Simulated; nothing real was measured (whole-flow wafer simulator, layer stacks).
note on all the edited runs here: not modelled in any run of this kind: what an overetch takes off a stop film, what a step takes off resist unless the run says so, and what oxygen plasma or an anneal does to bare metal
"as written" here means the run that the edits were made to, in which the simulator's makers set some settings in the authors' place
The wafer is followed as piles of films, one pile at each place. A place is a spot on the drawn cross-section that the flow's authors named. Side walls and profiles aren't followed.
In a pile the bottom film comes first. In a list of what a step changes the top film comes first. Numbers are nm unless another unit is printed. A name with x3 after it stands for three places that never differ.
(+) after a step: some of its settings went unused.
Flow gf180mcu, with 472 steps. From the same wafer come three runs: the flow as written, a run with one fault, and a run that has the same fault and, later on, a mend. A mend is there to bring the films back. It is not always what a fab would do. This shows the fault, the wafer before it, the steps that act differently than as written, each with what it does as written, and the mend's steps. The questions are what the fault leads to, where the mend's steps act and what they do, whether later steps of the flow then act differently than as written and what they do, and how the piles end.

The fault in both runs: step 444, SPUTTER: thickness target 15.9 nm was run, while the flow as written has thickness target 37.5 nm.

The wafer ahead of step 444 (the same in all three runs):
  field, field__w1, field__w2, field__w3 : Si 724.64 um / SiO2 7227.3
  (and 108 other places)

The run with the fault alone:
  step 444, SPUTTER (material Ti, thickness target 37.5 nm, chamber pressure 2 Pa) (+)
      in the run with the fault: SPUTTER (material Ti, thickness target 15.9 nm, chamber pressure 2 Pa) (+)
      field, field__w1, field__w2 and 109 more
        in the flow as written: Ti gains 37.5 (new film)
        in the run with the fault: Ti gains 15.9 (new film)
  Steps further on in the flow that do not act as written (4 other steps are not shown; they differ only slightly, by no more than 2% or 0.5 nm, whichever is larger):
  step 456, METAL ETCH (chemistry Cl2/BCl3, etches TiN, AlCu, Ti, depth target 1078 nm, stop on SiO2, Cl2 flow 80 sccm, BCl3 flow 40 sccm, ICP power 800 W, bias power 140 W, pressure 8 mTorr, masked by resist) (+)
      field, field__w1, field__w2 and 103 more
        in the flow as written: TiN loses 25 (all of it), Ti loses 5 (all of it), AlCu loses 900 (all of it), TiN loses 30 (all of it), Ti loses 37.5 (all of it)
        in the run with the fault: TiN loses 25 (all of it), Ti loses 5 (all of it), AlCu loses 900 (all of it), TiN loses 30 (all of it), Ti loses 15.9 (all of it)
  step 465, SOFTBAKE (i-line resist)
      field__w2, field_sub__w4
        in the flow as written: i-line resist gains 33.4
        in the run with the fault: i-line resist gains 32.3
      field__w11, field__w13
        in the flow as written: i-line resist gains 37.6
        in the run with the fault: i-line resist gains 36.4
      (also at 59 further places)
  The piles end different from the flow's at field__w8, contact, m1, m1__w1, pad, m1_nw by more than 2% or 0.5 nm, whichever is larger.
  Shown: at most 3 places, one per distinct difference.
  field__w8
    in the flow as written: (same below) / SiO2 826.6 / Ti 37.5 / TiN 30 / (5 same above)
    in the run with the fault: (same below) / SiO2 826.6 / Ti 15.9 / TiN 30 / (5 same above)
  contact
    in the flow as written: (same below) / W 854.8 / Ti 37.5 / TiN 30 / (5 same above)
    in the run with the fault: (same below) / W 854.8 / Ti 15.9 / TiN 30 / (5 same above)
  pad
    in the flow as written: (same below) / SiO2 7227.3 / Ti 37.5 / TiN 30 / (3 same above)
    in the run with the fault: (same below) / SiO2 7227.3 / Ti 15.9 / TiN 30 / (3 same above)

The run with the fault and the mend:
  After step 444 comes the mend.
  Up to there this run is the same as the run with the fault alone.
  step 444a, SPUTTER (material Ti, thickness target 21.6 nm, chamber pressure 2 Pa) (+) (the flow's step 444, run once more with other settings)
      field, field__w1, field__w2 and 109 more
        Ti gains 21.6
  Every later step of the flow that is run acts as written at every place that is followed.
  The piles end the same as the flow's at every place that both follow.
